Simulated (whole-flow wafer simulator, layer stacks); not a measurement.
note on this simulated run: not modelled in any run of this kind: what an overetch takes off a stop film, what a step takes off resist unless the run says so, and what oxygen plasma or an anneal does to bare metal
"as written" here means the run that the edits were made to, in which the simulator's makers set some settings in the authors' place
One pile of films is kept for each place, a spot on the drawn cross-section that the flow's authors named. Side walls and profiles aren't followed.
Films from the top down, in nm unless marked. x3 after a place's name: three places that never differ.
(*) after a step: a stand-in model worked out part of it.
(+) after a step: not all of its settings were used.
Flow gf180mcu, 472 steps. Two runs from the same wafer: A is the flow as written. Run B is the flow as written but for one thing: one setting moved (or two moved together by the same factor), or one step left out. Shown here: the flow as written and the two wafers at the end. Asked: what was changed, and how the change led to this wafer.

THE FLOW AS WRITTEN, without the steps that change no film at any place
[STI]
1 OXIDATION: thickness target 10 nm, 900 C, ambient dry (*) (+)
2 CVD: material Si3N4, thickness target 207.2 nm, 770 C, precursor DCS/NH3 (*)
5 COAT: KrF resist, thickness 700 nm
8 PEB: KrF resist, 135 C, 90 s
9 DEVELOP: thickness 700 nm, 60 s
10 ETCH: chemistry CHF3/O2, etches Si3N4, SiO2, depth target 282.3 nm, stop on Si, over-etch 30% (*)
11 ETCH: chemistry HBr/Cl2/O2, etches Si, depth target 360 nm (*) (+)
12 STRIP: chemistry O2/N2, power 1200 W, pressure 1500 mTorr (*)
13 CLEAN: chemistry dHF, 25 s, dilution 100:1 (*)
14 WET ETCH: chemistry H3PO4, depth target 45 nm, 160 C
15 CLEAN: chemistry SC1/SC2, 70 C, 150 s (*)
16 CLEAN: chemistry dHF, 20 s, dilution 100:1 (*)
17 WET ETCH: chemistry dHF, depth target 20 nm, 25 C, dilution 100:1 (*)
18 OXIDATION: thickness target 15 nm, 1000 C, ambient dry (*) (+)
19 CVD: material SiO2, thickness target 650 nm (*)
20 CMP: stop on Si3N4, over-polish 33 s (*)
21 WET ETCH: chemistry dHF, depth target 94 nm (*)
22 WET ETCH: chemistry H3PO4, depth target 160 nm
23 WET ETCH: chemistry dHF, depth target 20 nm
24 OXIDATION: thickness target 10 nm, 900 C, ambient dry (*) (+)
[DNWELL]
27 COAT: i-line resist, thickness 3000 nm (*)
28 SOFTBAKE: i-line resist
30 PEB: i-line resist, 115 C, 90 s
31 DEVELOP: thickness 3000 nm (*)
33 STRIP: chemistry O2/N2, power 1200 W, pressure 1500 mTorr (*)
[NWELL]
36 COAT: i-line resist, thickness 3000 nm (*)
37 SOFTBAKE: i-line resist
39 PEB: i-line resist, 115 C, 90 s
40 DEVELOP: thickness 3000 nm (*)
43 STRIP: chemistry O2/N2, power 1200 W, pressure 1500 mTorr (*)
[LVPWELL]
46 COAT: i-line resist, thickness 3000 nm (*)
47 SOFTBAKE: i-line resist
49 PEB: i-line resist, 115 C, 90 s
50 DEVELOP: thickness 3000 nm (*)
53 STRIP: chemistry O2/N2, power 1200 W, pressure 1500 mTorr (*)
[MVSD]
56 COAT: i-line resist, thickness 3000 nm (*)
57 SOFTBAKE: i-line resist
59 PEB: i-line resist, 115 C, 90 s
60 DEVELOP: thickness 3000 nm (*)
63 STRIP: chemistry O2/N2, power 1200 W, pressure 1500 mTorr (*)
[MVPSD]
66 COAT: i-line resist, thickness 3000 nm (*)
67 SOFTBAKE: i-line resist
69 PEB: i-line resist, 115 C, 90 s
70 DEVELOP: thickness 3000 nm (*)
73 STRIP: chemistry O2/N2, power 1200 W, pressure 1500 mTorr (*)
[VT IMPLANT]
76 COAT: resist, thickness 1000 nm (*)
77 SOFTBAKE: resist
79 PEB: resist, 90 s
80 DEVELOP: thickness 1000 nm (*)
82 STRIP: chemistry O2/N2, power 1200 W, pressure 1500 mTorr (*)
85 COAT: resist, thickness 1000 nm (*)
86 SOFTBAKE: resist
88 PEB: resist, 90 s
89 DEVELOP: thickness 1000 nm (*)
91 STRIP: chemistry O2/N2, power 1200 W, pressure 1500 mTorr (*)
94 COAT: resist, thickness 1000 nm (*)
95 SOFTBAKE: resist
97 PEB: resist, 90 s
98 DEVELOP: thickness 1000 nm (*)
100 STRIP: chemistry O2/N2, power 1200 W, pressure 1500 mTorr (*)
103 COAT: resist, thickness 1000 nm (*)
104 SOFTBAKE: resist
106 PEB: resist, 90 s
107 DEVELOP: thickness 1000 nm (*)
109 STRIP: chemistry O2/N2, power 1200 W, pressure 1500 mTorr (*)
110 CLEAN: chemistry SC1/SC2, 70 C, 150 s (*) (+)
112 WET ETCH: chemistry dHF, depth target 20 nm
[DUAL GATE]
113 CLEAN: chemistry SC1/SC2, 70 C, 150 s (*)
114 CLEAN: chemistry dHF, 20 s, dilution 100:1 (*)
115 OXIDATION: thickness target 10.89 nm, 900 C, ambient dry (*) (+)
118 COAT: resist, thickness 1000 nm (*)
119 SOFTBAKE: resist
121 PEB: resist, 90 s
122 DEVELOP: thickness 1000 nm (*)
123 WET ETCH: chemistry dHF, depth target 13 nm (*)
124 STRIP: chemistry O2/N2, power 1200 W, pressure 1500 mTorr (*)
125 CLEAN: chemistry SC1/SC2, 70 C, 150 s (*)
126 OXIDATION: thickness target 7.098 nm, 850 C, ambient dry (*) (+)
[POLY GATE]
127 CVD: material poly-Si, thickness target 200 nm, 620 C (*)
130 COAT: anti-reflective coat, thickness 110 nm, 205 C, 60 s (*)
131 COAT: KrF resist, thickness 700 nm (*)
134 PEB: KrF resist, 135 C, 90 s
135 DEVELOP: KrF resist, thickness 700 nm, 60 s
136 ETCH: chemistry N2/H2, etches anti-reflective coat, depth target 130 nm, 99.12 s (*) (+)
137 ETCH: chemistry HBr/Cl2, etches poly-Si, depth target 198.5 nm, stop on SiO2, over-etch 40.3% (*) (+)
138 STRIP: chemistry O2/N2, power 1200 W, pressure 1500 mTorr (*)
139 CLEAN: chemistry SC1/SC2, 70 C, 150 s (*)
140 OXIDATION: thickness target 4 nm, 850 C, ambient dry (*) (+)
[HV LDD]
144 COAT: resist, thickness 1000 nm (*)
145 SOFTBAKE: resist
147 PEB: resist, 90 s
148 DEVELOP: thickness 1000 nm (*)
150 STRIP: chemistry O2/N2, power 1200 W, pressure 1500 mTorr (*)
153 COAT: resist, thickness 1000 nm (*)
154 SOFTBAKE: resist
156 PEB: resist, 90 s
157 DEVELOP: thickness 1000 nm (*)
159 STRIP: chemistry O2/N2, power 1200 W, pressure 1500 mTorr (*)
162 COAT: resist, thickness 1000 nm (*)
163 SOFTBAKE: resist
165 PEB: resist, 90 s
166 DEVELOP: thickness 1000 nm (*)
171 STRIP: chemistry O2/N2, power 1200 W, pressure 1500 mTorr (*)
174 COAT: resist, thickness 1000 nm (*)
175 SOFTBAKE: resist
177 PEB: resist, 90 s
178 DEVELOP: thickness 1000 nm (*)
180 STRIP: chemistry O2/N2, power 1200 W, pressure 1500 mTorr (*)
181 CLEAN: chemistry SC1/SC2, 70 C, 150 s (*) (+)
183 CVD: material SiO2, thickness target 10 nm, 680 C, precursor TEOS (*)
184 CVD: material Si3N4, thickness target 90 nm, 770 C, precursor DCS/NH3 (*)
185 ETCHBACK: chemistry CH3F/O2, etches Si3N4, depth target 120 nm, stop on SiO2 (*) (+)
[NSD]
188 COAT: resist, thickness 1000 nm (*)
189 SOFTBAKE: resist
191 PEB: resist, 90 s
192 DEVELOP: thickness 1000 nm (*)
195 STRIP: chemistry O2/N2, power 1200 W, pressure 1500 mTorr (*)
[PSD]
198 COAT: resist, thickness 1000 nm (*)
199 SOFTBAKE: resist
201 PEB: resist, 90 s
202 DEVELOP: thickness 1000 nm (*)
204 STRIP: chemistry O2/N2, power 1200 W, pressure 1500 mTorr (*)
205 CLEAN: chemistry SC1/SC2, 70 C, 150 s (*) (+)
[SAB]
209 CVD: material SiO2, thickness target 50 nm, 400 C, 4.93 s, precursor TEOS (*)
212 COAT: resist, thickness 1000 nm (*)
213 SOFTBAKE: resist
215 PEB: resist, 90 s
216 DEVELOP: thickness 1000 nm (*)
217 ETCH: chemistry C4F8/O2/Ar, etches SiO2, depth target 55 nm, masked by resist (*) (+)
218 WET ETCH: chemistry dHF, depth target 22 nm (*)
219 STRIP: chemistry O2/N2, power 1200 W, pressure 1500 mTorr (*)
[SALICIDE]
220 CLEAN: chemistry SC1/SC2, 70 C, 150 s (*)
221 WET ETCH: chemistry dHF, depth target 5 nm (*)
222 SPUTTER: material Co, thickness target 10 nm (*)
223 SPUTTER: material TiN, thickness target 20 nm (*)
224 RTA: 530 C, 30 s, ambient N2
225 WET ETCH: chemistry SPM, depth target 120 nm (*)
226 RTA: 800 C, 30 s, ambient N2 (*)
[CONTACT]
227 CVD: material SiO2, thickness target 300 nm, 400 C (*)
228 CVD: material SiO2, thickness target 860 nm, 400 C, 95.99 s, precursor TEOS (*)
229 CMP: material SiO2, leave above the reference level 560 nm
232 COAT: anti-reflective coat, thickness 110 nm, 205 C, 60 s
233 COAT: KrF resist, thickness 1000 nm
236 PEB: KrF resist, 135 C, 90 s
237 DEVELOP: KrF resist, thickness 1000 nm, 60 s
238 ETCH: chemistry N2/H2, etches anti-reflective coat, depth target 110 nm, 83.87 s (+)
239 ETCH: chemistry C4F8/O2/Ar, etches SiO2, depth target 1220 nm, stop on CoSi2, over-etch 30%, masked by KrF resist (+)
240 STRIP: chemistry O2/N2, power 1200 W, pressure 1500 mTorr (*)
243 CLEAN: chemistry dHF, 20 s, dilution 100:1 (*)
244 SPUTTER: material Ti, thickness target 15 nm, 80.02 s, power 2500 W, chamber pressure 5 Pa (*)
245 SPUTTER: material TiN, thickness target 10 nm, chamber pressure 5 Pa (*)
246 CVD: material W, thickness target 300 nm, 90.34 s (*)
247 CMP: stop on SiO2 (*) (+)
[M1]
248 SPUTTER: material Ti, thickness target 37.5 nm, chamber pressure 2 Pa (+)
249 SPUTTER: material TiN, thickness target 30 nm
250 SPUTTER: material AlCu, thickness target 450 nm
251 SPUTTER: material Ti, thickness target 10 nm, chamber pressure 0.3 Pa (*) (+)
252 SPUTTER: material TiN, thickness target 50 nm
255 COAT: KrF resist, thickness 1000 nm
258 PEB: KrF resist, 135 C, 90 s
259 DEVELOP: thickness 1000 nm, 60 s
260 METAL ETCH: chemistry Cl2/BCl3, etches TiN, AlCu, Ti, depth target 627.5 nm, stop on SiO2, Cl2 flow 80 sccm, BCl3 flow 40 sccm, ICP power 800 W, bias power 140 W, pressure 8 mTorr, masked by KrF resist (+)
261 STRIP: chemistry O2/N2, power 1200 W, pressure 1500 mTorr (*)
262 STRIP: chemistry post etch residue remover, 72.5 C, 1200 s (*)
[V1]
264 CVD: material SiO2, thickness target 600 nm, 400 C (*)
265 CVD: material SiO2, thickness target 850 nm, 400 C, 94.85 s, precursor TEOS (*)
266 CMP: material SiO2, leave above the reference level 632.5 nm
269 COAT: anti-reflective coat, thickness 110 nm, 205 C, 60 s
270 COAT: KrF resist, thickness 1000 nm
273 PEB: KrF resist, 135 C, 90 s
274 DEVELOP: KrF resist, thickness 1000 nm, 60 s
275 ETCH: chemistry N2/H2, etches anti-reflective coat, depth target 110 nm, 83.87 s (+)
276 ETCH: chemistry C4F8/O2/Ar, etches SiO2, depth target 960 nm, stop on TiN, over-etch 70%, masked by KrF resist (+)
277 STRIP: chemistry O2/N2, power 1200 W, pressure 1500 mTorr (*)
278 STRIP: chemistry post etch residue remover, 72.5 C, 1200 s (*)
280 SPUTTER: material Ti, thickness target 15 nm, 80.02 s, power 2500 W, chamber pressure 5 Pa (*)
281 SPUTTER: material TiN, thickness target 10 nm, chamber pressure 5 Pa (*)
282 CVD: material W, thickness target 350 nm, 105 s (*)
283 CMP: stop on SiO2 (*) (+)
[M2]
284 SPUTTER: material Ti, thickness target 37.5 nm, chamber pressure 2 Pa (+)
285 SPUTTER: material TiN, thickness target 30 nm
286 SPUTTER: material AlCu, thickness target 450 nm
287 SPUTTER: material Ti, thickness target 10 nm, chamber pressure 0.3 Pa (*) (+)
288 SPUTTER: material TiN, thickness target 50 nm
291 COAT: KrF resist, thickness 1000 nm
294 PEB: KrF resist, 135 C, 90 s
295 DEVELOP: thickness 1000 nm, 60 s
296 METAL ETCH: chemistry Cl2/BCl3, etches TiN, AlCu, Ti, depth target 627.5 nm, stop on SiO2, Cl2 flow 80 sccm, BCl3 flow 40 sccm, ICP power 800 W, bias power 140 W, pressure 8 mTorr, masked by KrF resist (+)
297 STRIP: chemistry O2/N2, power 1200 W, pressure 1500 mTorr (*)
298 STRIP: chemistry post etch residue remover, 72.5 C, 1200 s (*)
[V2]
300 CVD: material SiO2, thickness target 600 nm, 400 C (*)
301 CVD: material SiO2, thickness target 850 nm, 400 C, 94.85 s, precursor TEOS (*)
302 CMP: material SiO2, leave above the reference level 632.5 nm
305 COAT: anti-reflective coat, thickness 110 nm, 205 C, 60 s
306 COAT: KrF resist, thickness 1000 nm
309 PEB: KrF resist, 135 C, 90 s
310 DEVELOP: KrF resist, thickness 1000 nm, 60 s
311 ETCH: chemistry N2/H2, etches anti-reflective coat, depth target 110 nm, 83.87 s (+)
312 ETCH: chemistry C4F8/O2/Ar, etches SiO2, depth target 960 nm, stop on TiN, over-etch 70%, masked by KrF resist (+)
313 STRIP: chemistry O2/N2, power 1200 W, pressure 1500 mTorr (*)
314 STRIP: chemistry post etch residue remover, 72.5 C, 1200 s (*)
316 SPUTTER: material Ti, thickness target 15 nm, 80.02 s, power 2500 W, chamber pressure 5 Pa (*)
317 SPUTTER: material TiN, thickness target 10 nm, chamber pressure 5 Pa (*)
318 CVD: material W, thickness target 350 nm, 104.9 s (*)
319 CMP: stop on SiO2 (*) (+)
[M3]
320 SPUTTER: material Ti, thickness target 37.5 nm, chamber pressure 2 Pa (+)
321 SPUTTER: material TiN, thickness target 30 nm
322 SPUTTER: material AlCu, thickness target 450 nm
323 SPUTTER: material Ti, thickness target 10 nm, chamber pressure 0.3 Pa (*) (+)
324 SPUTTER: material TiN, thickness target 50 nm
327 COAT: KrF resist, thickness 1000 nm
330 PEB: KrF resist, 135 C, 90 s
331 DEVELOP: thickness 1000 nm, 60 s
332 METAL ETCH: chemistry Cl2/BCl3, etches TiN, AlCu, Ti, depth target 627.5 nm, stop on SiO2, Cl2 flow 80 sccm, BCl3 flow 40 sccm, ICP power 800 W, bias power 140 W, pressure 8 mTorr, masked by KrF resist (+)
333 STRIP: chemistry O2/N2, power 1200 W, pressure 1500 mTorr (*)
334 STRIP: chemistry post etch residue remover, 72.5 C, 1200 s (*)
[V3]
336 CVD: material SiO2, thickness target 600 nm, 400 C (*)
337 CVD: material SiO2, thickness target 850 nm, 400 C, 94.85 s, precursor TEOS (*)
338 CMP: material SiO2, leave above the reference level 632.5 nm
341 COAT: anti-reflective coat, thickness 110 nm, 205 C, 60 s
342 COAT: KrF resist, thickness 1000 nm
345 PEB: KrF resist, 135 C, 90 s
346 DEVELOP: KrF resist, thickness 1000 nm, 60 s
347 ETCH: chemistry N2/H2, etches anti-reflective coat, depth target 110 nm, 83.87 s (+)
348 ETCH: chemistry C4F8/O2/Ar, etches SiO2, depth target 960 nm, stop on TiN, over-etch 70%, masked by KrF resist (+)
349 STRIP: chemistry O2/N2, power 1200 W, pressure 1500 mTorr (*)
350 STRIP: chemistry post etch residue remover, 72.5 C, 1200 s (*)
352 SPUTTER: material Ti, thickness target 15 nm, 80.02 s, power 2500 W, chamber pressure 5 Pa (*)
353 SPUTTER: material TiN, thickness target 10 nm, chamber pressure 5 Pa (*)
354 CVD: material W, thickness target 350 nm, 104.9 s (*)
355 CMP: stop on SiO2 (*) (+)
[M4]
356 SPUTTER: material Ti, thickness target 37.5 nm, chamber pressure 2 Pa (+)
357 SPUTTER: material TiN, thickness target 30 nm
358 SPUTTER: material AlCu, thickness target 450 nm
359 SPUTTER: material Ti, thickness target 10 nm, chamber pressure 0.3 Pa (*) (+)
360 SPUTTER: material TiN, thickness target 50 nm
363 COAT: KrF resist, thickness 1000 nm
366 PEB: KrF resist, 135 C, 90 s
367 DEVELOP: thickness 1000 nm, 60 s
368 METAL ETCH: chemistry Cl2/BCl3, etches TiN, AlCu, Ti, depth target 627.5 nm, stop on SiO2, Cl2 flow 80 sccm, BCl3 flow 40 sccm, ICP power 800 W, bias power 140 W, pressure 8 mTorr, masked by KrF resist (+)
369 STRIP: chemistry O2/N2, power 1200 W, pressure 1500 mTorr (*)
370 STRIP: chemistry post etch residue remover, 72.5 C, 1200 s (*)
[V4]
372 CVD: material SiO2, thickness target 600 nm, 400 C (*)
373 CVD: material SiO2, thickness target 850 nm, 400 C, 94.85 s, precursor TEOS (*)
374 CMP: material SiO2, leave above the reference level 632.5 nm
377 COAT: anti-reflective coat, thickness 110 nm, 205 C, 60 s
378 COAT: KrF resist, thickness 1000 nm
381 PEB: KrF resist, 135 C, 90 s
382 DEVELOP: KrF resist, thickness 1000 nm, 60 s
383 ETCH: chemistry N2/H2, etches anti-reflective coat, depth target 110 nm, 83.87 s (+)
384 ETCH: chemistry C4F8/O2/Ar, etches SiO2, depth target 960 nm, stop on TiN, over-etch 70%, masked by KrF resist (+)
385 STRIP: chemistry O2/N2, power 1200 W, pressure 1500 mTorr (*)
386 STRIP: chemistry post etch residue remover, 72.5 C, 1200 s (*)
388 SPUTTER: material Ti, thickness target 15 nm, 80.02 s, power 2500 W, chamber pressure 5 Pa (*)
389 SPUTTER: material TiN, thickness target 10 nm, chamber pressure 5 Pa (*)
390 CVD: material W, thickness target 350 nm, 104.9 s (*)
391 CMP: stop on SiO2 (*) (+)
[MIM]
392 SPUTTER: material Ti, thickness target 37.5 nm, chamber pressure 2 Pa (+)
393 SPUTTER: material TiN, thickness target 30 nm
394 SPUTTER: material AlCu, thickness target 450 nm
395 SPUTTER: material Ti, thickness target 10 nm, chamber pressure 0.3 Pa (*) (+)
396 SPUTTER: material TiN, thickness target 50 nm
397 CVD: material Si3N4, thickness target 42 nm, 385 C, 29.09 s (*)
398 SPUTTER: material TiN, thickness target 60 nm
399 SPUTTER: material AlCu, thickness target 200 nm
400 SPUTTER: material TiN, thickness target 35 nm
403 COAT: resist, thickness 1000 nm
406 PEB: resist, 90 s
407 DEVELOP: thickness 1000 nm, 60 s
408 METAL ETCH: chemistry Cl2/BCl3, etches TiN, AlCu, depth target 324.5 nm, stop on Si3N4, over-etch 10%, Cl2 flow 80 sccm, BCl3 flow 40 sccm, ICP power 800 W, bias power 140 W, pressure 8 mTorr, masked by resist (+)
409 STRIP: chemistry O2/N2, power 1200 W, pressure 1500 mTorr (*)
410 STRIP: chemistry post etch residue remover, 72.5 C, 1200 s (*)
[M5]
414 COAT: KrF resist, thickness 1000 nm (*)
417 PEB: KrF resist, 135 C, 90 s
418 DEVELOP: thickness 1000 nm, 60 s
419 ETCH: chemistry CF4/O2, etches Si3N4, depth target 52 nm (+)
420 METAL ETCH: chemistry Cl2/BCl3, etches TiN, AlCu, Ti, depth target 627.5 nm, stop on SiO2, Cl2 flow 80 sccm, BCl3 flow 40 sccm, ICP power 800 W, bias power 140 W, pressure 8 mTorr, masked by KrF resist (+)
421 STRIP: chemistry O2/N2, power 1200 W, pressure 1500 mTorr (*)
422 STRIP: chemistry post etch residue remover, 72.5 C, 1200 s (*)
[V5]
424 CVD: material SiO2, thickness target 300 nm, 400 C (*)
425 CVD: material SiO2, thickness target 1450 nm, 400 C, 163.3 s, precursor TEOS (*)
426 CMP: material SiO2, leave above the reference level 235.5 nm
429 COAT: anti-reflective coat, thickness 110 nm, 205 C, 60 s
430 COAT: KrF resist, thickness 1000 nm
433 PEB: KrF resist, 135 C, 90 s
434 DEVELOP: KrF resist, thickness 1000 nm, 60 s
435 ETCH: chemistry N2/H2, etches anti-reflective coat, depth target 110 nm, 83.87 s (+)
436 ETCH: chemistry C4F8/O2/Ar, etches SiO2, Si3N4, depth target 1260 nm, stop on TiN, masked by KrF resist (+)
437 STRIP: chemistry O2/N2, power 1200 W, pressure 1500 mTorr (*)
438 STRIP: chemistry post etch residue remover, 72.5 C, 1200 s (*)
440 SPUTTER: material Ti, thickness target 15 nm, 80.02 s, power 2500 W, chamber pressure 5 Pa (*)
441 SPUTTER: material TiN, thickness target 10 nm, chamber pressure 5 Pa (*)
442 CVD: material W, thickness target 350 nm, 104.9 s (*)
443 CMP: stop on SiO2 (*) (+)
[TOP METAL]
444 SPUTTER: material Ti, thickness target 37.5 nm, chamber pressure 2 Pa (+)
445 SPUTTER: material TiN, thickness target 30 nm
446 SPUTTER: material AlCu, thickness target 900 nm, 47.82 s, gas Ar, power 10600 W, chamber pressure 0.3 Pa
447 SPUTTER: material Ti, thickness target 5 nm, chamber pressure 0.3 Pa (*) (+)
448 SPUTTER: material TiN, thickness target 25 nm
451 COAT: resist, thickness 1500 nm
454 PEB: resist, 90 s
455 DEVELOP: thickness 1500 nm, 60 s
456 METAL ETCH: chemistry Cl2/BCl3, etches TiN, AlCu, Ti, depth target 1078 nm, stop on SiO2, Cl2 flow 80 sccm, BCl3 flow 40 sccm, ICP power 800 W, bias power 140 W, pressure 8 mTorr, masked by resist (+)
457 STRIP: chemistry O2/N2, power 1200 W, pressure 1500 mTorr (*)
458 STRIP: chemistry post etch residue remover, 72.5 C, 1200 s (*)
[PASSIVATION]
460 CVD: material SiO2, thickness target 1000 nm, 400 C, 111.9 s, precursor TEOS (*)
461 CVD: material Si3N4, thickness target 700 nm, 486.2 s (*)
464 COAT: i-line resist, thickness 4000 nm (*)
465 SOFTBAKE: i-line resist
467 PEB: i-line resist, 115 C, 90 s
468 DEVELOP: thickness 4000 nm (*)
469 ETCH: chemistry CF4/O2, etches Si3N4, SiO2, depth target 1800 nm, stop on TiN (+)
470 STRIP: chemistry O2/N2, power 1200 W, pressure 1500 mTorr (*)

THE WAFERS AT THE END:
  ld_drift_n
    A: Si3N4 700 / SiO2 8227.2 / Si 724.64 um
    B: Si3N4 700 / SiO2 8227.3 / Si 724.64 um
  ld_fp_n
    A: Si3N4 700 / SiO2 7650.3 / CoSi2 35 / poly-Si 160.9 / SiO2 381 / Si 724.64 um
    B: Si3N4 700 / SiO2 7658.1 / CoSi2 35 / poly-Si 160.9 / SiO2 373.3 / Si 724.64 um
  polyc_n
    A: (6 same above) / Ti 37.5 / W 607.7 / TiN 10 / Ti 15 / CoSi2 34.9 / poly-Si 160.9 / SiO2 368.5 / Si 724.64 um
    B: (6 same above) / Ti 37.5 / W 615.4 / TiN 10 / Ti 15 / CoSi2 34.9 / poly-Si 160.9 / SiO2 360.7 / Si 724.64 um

The cause: step 23, WET ETCH: depth target 26 nm was run, where the flow has depth target 20 nm.

How the change led to this, step by step:
  23 WET ETCH: chemistry dHF, depth target 20 nm
      field, field_sub, sti and 34 more: A SiO2 -26 | B SiO2 -33.8
  28 SOFTBAKE: i-line resist
      field: A i-line resist +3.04 | B i-line resist +2.34
      field_sub: A i-line resist +2.58 | B i-line resist +1.98
      (and at 32 more places)
  37 SOFTBAKE: i-line resist
      field: A i-line resist +3.04 | B i-line resist +2.34
      field_sub: A i-line resist +2.58 | B i-line resist +1.98
      (and at 32 more places)
  47 SOFTBAKE: i-line resist
      field: A i-line resist +3.04 | B i-line resist +2.34
      field_sub: A i-line resist +2.58 | B i-line resist +1.98
      (and at 32 more places)
  57 SOFTBAKE: i-line resist
      field: A i-line resist +3.04 | B i-line resist +2.34
      field_sub: A i-line resist +2.58 | B i-line resist +1.98
      (and at 32 more places)
  67 SOFTBAKE: i-line resist
      field: A i-line resist +3.04 | B i-line resist +2.34
      field_sub: A i-line resist +2.58 | B i-line resist +1.98
      (and at 32 more places)
  130 COAT: anti-reflective coat, thickness 110 nm, 205 C, 60 s (*)
      p_well, spacer, sd_n: A anti-reflective coat +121 (new film) | B anti-reflective coat +113.5 (new film)
      field__w1: A anti-reflective coat +99.6 (new film) | B anti-reflective coat +104.1 (new film)
      (and at 61 more places)
  136 ETCH: chemistry N2/H2, etches anti-reflective coat, depth target 130 nm, 99.12 s (*) (+)
      p_well, spacer, sd_n: A anti-reflective coat -121 (all of it), poly-Si -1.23 | B anti-reflective coat -113.5 (all of it), poly-Si -1.42
      field__w1: A anti-reflective coat -99.6 (all of it), poly-Si -1.78 | B anti-reflective coat -104.1 (all of it), poly-Si -1.66
      (and at 43 more places)
  138 STRIP: chemistry O2/N2, power 1200 W, pressure 1500 mTorr (*)
      gate: A chemical SiO2 +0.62 (new film), KrF resist -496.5 (all of it), anti-reflective coat -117 (all of it), poly-Si -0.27 | B chemical SiO2 +0.62 (new film), KrF resist -496 (all of it), anti-reflective coat -113.6 (all of it), poly-Si -0.27
      gate_p: A chemical SiO2 +0.62 (new film), KrF resist -496.2 (all of it), anti-reflective coat -117 (all of it), poly-Si -0.27 | B chemical SiO2 +0.62 (new film), KrF resist -495.9 (all of it), anti-reflective coat -113.5 (all of it), poly-Si -0.27
      (and at 16 more places)
  189 SOFTBAKE: resist
      nw_enc_fld_lv__w3: A resist +0.35 | B resist -0.53
      active_hv: A resist +0.78 | B resist +0.16
  199 SOFTBAKE: resist
      nw_enc_fld_lv__w3: A resist +0.35 | B resist -0.53
      active_hv: A resist +0.78 | B resist +0.16
  218 WET ETCH: chemistry dHF, depth target 22 nm (*)
      sd_p_hv: A SiO2 -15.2 (all of it) | B SiO2 -16 (all of it)
  223 SPUTTER: material TiN, thickness target 20 nm (*)
      field__w12: A TiN +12 (new film) | B TiN +12.7 (new film)
  225 WET ETCH: chemistry SPM, depth target 120 nm (*)
      field__w12: A TiN -12 (all of it), Co -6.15 (all of it) | B TiN -12.7 (all of it), Co -6.17 (all of it)
  229 CMP: material SiO2, leave above the reference level 560 nm
      ldn_sep__w1, ldn_sep__w2, ldn_fld__w1, ldp_sep__w2, ldp_dft, ldp_out, ldp_fld__w2, ldp_fld__w3: A SiO2 -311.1 | B SiO2 -303.4
      sti, mim_1p0, pad, dice_street, iso_nw_fld, iso_fld_sub: A SiO2 -297 | B SiO2 -289.2
      (and at 41 more places)
